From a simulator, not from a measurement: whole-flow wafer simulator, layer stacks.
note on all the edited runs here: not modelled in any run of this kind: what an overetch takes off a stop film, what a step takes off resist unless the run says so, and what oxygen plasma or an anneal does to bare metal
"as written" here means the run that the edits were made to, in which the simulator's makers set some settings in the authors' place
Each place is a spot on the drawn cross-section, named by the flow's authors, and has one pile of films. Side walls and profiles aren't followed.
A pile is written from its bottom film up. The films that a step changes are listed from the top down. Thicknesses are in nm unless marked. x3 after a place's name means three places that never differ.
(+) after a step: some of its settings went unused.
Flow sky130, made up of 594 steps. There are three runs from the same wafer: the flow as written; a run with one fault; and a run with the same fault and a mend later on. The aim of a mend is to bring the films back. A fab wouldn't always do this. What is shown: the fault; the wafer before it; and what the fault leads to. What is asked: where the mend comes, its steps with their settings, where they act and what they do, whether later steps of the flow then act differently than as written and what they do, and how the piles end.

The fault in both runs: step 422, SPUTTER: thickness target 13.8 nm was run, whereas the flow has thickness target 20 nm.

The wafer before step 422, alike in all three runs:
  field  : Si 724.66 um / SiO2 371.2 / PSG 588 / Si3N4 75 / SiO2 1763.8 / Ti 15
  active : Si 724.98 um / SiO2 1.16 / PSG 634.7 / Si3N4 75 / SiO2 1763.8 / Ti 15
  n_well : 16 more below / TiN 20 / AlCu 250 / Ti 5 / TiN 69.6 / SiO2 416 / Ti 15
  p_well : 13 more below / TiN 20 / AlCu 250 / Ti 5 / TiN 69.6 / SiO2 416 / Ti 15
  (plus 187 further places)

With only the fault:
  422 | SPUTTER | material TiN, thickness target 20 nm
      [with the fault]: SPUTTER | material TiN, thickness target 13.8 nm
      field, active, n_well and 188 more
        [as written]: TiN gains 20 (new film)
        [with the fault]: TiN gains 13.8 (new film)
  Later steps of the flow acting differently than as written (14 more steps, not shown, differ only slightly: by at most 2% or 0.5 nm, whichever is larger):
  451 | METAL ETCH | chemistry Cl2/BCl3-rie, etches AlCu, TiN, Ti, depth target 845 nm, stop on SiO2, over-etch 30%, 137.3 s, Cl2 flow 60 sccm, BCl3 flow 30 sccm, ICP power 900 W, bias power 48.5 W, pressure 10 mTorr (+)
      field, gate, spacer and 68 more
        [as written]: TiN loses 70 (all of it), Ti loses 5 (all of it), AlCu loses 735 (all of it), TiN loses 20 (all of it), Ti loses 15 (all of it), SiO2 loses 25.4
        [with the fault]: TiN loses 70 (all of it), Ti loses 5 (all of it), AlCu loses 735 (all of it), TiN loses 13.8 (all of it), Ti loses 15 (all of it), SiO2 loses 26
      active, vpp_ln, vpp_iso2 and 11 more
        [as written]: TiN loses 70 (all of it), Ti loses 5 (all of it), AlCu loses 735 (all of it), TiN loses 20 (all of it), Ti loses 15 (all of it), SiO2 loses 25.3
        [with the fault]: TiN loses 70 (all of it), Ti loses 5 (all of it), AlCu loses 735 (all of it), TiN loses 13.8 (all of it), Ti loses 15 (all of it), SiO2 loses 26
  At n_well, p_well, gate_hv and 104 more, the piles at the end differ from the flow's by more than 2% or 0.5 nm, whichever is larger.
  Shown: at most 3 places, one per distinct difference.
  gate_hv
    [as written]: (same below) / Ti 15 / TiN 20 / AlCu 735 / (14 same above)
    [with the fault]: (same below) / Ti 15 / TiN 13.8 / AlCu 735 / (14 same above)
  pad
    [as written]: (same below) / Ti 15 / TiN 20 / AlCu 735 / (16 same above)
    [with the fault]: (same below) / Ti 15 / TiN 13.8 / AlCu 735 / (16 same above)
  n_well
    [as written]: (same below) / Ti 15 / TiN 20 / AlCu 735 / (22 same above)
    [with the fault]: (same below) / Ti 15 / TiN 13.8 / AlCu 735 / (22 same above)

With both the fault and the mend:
  The mend follows step 422.
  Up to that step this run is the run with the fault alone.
  422a | SPUTTER | material TiN, thickness target 6.2 nm (the flow's step 422 again, with other settings)
      field, active, n_well and 188 more
        TiN gains 6.2
  Every later step of the flow that is run acts as written at every place that is followed.
  By the end, the piles equal the flow's at every place that both follow.
